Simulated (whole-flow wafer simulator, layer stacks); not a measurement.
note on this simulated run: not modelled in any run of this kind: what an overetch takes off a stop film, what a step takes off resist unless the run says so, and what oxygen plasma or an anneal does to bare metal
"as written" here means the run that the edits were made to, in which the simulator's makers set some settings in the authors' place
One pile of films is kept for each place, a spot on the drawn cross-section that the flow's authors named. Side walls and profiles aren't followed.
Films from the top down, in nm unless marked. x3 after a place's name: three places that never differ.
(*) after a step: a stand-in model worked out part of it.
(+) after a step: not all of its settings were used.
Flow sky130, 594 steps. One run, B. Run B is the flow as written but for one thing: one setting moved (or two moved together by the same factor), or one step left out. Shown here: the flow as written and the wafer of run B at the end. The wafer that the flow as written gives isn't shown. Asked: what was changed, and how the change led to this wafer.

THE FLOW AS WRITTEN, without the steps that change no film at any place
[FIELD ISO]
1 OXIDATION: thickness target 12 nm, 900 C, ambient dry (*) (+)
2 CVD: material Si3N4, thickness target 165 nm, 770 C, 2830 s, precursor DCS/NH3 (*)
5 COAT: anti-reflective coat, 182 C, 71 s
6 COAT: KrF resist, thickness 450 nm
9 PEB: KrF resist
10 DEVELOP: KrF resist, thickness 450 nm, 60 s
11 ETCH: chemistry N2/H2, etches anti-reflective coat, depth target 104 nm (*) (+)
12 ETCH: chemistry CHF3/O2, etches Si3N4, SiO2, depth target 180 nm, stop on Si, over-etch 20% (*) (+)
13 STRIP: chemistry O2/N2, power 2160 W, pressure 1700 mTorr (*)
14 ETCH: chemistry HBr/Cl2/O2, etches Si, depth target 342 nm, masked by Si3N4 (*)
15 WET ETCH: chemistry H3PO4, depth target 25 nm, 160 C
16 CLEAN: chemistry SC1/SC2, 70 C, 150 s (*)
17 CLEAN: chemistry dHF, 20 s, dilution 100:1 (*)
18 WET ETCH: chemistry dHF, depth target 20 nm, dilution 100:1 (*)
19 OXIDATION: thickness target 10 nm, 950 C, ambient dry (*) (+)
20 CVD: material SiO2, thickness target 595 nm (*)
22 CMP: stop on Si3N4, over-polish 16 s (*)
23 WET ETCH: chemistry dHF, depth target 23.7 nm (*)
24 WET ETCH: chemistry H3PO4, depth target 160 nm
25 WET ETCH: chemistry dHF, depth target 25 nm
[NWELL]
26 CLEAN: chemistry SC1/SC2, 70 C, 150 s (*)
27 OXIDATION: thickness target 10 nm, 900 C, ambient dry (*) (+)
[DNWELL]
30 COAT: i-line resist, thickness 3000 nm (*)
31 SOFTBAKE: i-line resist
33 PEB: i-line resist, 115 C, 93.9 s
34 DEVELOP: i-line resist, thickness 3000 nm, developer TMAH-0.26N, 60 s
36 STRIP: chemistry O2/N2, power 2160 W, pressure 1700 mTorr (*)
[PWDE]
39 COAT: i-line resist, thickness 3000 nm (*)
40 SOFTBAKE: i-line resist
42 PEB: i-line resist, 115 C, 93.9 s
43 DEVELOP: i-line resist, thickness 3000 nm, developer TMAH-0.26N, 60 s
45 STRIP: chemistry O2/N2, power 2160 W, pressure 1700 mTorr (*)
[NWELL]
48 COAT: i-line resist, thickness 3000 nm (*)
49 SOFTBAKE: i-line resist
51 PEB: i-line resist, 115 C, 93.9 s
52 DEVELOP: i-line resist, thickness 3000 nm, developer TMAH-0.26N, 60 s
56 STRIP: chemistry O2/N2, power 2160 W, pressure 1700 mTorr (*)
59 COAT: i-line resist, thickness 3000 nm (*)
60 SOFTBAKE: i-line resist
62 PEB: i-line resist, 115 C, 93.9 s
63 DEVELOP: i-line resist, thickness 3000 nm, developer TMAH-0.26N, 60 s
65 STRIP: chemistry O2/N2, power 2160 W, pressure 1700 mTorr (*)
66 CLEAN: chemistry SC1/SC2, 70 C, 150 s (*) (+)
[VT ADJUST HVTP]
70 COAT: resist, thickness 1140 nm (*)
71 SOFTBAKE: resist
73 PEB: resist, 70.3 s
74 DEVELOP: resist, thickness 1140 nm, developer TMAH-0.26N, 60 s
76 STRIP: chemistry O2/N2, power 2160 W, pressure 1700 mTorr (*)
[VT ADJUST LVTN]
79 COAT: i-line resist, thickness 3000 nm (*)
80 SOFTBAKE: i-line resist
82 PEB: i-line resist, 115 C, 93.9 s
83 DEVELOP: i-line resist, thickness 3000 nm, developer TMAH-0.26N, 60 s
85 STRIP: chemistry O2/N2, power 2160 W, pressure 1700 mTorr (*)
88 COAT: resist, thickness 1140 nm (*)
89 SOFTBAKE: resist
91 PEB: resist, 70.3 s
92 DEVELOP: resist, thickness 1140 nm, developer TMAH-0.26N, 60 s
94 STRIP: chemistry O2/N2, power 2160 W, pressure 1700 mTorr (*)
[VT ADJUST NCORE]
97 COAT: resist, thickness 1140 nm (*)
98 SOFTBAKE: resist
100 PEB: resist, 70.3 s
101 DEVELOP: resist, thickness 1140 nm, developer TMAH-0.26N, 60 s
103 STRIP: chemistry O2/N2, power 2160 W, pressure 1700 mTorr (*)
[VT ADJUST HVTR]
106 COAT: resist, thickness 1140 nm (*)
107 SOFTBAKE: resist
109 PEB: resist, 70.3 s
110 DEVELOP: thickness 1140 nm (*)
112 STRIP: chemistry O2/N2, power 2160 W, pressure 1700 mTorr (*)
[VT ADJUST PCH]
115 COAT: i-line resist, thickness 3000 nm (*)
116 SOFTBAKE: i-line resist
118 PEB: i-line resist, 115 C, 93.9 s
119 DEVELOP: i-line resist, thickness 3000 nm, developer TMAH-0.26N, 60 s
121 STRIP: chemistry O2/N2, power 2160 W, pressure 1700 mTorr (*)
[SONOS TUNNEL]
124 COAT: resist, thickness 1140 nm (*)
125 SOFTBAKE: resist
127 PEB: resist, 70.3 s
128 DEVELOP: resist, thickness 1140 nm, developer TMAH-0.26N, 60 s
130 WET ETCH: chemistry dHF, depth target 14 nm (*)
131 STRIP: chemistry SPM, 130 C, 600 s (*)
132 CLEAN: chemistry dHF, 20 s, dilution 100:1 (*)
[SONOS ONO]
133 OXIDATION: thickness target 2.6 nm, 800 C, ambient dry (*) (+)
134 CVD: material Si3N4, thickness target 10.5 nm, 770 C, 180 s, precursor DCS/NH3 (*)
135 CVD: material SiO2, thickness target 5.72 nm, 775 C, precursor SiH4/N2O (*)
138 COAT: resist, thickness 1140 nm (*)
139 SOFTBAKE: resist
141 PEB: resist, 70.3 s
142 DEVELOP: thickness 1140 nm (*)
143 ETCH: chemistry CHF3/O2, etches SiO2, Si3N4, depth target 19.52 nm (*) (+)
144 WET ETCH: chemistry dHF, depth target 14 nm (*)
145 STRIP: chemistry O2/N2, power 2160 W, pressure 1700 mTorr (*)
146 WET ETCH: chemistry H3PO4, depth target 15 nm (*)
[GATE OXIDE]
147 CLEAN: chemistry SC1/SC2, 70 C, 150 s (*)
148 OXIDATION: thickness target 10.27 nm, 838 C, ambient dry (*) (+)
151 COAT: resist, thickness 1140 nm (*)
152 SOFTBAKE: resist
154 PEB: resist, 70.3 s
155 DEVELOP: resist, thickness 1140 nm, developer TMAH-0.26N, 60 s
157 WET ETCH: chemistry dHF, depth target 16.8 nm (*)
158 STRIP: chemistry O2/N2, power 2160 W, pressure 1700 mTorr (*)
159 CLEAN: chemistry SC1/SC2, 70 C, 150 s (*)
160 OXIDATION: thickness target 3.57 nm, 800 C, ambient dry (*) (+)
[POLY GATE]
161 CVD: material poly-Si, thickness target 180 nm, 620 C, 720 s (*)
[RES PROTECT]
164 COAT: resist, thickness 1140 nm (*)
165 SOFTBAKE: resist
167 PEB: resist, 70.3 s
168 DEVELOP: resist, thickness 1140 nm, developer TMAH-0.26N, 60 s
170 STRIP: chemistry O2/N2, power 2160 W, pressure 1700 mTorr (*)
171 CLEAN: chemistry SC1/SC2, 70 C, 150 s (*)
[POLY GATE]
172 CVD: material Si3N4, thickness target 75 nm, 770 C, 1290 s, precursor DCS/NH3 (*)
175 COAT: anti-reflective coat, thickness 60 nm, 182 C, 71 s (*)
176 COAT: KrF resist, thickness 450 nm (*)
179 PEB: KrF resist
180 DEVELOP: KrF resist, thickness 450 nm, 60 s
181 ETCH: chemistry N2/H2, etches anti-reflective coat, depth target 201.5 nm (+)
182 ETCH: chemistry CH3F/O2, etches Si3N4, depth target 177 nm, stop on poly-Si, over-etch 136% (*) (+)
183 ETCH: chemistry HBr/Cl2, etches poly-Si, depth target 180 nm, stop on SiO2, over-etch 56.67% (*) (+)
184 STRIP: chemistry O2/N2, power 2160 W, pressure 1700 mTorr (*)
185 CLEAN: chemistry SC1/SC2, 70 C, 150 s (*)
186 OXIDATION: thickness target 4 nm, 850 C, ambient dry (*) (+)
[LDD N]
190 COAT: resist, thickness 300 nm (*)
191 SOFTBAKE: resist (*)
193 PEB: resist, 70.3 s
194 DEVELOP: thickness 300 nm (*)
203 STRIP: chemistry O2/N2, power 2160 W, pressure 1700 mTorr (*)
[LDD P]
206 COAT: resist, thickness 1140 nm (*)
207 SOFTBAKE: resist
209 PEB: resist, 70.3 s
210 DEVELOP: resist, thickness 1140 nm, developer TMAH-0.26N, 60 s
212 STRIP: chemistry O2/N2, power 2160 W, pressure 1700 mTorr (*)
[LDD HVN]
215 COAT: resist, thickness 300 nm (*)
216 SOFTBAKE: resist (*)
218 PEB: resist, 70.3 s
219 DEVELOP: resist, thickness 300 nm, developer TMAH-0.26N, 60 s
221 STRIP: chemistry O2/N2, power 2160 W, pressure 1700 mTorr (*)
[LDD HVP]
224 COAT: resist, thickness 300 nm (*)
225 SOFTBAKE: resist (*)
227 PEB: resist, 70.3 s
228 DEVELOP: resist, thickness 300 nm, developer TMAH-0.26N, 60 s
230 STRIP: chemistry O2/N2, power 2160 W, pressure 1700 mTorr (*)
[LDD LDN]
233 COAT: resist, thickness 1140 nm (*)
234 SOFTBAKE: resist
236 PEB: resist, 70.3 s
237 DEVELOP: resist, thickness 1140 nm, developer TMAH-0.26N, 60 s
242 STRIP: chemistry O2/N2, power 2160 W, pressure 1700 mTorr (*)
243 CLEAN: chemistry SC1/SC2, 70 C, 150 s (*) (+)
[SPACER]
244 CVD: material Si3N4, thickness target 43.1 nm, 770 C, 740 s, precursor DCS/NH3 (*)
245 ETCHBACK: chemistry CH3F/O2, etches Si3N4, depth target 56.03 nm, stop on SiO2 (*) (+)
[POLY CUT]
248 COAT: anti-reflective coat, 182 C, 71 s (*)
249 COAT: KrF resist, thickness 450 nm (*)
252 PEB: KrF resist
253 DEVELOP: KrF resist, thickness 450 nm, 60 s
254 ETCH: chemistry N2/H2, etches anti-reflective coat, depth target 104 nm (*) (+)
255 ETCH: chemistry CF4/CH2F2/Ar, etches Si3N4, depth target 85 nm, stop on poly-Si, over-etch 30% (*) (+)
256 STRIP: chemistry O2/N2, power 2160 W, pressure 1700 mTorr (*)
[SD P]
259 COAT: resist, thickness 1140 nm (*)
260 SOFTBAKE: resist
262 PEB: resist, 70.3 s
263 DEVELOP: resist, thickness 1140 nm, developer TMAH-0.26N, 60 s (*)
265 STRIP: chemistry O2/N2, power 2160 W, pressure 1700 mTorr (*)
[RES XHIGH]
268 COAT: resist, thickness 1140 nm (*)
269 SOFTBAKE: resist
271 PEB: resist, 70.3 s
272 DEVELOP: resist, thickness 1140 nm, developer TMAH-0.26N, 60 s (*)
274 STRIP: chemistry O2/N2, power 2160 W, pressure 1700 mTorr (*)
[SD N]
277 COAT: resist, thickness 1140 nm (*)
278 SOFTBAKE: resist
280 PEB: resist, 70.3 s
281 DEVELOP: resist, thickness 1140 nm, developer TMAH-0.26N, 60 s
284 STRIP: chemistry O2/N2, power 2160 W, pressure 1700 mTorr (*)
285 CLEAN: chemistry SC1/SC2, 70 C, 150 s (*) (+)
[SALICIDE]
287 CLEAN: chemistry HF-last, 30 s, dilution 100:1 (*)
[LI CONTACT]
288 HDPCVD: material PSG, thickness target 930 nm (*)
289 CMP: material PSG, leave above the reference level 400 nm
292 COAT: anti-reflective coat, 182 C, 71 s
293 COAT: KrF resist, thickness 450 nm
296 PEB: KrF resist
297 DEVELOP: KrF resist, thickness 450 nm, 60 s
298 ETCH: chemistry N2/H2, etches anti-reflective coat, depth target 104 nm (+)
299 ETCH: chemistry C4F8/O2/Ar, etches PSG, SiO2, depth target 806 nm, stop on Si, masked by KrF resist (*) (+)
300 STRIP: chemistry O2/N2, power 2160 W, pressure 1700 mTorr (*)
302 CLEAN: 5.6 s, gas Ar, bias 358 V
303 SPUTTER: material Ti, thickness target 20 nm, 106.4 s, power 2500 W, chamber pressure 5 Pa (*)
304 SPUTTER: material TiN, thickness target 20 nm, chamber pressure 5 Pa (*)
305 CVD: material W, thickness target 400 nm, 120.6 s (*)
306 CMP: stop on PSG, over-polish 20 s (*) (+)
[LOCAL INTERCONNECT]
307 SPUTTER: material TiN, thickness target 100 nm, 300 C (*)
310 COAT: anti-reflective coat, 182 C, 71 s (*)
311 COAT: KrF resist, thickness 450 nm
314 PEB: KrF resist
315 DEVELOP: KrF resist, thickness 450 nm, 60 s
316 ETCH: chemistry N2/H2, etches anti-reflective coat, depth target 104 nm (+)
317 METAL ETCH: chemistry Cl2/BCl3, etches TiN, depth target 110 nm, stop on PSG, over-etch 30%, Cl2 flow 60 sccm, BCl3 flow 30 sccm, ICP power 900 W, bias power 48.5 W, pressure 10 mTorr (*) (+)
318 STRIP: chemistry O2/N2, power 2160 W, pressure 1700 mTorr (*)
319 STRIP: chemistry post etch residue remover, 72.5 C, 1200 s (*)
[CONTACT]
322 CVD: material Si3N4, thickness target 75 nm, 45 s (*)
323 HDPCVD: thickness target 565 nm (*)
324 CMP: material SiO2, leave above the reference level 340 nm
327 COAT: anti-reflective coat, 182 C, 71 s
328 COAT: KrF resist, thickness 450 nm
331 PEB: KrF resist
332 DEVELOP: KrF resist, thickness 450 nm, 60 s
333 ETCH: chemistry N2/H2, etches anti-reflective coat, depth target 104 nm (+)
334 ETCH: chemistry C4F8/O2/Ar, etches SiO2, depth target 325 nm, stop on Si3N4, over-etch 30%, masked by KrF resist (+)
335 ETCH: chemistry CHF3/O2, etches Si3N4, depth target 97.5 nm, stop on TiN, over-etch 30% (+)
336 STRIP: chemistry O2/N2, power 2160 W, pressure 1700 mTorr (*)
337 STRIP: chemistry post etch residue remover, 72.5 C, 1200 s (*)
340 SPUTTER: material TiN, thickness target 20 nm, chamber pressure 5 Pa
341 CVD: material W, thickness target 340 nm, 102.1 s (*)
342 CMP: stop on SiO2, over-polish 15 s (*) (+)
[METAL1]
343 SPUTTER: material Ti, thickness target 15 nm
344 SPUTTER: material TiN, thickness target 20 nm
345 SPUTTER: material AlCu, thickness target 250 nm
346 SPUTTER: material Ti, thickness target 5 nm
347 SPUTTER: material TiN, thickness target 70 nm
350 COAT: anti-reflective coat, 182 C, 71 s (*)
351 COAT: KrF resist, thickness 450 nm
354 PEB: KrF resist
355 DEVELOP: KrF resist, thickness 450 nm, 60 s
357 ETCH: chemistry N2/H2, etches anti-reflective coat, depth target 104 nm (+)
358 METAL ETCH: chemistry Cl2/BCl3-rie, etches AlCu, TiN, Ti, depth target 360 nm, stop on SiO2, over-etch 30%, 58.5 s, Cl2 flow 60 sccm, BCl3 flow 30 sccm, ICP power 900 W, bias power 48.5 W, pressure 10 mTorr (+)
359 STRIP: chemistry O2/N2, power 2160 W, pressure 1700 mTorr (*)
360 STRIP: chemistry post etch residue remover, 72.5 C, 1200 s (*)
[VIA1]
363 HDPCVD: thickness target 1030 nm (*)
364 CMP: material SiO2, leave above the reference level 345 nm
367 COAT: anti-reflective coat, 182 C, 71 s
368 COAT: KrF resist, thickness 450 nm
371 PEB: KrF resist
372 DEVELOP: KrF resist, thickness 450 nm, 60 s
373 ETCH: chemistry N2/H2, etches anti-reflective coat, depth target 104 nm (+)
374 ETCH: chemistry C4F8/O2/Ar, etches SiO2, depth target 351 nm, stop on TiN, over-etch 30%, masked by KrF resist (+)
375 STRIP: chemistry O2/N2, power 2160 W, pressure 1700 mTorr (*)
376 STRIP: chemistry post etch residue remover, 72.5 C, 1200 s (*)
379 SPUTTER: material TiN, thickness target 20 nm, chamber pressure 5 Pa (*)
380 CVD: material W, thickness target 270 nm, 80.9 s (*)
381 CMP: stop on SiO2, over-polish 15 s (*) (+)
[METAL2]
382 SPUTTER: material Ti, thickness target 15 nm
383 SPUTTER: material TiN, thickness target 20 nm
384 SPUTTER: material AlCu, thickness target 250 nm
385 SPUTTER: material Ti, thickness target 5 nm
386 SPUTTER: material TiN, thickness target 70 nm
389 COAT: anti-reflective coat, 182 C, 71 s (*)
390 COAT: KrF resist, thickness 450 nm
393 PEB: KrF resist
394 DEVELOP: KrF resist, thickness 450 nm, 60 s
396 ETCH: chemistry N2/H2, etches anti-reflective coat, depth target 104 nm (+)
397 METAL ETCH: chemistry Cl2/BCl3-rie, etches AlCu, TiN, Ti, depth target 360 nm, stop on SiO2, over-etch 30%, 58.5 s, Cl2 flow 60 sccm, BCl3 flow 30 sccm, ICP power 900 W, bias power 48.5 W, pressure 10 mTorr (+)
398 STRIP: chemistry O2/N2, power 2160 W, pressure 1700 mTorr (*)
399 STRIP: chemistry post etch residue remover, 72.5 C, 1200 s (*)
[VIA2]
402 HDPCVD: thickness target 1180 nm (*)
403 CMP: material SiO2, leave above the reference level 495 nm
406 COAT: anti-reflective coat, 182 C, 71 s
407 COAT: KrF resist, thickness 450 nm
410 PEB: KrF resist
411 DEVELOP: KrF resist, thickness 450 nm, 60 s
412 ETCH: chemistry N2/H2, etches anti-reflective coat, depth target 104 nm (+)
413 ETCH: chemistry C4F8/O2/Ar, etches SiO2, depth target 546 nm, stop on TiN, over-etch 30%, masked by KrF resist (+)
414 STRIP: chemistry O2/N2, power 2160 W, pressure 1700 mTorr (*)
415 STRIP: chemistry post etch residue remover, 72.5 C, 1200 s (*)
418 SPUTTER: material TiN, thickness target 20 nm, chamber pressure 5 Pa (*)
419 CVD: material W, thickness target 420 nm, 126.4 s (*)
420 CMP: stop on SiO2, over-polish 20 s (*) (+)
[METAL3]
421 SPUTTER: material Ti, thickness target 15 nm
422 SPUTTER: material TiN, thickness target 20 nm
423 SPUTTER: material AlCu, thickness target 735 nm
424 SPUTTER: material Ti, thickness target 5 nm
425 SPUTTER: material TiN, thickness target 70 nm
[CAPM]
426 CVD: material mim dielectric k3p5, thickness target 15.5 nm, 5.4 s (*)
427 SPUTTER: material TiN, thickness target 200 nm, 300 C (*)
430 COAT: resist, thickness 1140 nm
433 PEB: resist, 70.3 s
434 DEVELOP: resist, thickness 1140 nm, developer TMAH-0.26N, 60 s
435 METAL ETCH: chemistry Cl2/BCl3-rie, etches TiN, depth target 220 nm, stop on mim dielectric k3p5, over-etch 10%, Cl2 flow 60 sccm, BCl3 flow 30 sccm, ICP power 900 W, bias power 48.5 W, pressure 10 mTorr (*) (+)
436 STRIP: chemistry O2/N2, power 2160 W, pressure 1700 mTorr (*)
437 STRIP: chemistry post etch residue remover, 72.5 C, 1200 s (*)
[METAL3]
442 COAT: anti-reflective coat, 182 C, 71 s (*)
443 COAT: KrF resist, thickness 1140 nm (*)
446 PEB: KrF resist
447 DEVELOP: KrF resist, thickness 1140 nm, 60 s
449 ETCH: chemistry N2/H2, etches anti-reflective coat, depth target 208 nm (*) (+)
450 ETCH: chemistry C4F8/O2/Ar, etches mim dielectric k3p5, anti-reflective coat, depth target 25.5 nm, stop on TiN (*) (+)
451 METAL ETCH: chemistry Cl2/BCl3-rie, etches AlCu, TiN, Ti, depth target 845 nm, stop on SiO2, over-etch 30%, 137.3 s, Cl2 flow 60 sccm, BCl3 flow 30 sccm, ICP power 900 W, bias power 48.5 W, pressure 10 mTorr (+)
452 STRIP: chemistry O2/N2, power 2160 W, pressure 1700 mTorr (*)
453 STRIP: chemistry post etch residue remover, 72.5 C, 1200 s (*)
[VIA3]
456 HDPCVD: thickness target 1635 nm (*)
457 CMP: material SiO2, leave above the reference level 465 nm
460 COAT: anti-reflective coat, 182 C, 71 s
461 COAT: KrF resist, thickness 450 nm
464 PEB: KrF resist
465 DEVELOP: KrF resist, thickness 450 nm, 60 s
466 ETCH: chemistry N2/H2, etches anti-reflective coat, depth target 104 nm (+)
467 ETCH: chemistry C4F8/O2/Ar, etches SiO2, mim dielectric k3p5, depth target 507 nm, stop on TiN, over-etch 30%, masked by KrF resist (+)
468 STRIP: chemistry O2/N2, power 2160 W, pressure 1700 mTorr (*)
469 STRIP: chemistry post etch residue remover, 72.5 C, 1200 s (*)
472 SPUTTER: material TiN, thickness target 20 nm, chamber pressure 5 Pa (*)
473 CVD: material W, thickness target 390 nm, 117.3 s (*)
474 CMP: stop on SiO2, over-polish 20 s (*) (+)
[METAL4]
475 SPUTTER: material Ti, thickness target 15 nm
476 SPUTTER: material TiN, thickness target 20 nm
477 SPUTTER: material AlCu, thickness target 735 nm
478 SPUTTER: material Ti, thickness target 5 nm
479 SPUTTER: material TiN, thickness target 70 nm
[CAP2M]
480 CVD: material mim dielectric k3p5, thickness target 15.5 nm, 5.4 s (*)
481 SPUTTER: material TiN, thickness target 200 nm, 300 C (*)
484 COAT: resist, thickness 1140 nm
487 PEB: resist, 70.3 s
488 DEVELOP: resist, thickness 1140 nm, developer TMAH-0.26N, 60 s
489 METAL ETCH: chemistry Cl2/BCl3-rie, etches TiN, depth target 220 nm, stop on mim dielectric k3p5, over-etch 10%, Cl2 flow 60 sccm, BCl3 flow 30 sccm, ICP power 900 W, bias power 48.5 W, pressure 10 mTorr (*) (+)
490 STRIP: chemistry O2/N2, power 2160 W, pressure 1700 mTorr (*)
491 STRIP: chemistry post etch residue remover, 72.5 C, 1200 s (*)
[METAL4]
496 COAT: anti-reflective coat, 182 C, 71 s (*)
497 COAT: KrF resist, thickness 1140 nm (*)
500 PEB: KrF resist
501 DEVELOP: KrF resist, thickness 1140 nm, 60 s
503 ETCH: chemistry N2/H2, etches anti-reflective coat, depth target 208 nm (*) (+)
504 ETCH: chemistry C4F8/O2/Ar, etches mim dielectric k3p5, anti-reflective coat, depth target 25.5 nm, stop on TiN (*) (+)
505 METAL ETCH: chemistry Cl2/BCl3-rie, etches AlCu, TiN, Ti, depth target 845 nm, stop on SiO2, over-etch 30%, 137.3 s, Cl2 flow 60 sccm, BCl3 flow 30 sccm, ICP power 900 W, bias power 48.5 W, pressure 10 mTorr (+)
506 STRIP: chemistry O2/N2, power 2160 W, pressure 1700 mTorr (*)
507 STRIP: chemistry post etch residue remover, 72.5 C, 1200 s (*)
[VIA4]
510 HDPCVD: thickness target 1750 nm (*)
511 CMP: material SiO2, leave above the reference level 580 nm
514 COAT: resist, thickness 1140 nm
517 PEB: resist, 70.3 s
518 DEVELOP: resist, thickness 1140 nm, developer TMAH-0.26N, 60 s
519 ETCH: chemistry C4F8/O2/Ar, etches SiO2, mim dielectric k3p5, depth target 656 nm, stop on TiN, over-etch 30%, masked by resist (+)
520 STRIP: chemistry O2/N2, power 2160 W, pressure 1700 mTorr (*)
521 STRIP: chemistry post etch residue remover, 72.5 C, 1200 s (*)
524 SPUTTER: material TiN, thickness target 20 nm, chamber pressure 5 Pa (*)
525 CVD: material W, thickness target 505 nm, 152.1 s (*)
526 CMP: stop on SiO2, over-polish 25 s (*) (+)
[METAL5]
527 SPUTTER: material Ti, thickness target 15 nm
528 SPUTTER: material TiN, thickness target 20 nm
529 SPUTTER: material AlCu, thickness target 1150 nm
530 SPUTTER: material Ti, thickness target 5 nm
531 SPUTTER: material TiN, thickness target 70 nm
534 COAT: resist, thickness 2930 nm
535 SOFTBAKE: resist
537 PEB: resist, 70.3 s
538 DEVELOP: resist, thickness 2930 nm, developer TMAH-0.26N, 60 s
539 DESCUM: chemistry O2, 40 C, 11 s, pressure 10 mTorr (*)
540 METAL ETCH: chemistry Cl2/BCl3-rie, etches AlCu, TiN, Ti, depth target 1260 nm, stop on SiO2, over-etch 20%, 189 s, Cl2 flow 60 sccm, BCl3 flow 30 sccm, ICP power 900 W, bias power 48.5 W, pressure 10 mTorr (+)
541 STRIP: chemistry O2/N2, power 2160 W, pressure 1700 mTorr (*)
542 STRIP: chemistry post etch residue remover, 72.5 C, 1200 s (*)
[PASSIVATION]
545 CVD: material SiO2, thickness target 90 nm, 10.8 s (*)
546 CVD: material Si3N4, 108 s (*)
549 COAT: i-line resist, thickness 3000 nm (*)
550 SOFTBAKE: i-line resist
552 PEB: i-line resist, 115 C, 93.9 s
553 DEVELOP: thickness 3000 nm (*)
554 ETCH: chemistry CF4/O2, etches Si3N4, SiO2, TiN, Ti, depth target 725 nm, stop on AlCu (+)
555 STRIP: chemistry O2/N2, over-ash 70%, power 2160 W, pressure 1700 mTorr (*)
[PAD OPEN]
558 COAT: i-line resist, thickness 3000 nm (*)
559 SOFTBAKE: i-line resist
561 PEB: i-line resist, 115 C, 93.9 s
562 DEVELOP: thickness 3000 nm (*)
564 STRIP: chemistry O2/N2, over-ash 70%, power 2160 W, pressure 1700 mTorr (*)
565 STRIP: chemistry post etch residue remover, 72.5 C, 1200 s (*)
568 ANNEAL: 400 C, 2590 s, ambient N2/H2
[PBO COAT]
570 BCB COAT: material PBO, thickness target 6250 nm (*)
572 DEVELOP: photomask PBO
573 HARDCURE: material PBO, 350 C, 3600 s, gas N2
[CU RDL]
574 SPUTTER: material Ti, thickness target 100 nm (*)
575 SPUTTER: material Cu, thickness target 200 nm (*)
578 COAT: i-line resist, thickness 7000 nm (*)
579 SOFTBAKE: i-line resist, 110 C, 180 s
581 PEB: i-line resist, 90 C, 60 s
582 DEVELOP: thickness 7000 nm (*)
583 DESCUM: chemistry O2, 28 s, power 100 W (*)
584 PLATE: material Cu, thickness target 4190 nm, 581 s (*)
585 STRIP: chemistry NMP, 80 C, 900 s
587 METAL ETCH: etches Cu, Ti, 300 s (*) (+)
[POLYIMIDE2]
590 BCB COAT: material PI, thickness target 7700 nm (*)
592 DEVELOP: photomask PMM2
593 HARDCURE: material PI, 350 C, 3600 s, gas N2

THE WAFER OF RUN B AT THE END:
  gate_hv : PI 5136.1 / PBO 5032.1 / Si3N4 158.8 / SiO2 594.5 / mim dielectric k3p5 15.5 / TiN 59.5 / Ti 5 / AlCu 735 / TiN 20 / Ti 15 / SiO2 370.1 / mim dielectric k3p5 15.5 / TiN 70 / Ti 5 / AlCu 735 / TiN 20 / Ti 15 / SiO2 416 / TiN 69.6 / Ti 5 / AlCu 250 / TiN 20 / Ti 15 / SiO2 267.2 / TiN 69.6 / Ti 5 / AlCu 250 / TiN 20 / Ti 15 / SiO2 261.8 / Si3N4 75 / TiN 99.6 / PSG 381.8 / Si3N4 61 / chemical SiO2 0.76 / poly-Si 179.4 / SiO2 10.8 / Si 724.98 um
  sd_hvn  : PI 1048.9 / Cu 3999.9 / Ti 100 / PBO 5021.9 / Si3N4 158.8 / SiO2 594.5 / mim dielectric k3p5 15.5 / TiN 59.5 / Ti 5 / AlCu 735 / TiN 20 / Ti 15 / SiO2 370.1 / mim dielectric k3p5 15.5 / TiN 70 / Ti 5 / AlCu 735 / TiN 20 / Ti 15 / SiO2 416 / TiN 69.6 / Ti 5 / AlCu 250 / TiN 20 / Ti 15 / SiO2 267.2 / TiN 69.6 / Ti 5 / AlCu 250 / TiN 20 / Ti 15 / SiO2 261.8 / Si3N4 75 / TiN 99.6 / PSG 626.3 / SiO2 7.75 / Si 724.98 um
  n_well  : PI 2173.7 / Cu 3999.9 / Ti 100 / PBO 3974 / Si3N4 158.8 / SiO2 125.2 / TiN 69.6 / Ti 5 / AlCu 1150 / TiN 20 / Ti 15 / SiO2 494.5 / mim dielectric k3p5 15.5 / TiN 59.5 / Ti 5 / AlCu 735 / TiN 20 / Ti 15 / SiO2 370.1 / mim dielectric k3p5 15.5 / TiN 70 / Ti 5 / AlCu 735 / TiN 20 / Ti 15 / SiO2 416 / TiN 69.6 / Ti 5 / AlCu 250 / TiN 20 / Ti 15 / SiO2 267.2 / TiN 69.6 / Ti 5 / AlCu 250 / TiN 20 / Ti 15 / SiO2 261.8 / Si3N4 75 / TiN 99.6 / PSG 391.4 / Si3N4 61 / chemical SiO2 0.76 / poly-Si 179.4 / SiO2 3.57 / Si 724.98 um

The cause: step 479, SPUTTER: thickness target 59.5 nm was run, where the flow has thickness target 70 nm.
It can be read off the wafer: gate_hv has TiN 59.5, and step 479 as written asks for 70 nm.

How the change led to this, step by step:
  479 SPUTTER: material TiN, thickness target 70 nm
      field, active, n_well and 189 more: TiN +59.5 (new film) (as written it would be: TiN +70 (new film))
  505 METAL ETCH: chemistry Cl2/BCl3-rie, etches AlCu, TiN, Ti, depth target 845 nm, stop on SiO2, over-etch 30%, 137.3 s, Cl2 flow 60 sccm, BCl3 flow 30 sccm, ICP power 900 W, bias power 48.5 W, pressure 10 mTorr (+)
      field, gate, spacer and 68 more: TiN -59.5 (all of it), Ti -5 (all of it), AlCu -735 (all of it), TiN -20 (all of it), Ti -15 (all of it), SiO2 -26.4 (as written it would be: TiN -70 (all of it), Ti -5 (all of it), AlCu -735 (all of it), TiN -20 (all of it), Ti -15 (all of it), SiO2 -25.4)
      active, vpp_iso1, mim_edge_plate and 14 more: TiN -59.5 (all of it), Ti -5 (all of it), AlCu -735 (all of it), TiN -20 (all of it), Ti -15 (all of it), SiO2 -26.4 (as written it would be: TiN -70 (all of it), Ti -5 (all of it), AlCu -735 (all of it), TiN -20 (all of it), Ti -15 (all of it), SiO2 -25.3)
  519 ETCH: chemistry C4F8/O2/Ar, etches SiO2, mim dielectric k3p5, depth target 656 nm, stop on TiN, over-etch 30%, masked by resist (+)
      m1: SiO2 -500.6 (all of it), mim dielectric k3p5 -15.5 (all of it) (as written it would be: SiO2 -490.1 (all of it), mim dielectric k3p5 -15.5 (all of it))
      via4_hole: SiO2 -500 (all of it), mim dielectric k3p5 -15.5 (all of it) (as written it would be: SiO2 -489.5 (all of it), mim dielectric k3p5 -15.5 (all of it))
